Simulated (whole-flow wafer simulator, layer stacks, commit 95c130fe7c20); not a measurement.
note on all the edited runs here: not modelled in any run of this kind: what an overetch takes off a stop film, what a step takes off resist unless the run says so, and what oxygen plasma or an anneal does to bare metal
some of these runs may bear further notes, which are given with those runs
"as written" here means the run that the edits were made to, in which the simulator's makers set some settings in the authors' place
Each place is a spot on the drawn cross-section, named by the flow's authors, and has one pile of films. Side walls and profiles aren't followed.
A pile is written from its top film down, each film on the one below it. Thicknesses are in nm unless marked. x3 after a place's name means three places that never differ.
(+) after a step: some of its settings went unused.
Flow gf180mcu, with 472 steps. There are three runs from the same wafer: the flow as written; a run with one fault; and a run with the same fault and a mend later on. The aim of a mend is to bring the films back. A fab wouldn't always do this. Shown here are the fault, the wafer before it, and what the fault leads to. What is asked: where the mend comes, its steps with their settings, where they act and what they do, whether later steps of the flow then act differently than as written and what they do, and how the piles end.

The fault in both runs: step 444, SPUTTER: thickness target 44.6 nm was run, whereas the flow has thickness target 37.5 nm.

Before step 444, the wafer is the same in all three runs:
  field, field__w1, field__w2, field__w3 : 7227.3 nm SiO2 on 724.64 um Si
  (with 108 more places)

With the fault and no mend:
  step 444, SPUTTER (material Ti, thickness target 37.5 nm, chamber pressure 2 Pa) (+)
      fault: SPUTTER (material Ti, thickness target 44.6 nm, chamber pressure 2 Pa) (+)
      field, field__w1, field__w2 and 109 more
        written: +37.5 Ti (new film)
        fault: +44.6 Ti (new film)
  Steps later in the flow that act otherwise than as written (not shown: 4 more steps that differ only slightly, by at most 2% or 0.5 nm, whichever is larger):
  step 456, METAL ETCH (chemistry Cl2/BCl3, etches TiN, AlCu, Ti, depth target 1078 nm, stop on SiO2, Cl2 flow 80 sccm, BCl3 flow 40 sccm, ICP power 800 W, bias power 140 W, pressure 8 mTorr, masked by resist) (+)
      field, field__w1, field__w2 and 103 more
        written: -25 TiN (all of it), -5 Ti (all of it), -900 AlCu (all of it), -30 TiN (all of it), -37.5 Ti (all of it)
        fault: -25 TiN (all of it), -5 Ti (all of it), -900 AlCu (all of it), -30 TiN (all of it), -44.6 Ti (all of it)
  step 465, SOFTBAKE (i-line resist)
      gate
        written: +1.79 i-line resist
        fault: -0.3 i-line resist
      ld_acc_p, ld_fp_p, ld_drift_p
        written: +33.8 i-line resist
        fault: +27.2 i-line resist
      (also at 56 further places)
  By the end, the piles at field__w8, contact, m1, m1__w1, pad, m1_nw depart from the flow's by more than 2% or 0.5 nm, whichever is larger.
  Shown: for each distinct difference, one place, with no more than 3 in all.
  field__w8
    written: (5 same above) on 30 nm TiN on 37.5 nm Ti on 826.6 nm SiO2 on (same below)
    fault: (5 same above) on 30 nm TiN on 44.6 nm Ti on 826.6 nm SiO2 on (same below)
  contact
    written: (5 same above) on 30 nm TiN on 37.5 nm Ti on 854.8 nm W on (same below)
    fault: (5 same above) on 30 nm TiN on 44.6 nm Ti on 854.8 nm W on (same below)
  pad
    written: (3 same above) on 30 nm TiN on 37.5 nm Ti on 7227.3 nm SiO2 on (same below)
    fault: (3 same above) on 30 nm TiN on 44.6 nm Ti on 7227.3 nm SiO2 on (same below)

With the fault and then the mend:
  The mend stands after step 444.
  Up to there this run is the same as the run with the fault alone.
  step 444a, METAL ETCH (chemistry Cl2/BCl3, etches TiN, AlCu, Ti, depth target 7.1 nm, Cl2 flow 80 sccm, BCl3 flow 40 sccm, ICP power 800 W, bias power 140 W, pressure 8 mTorr) (the flow's step 260, run once more with other settings)
      field, field__w1, field__w2 and 109 more
        -7.1 Ti
  Later steps of the flow that are run all act as written at every place that is followed.
  By the end, the piles equal the flow's at every place that both follow.
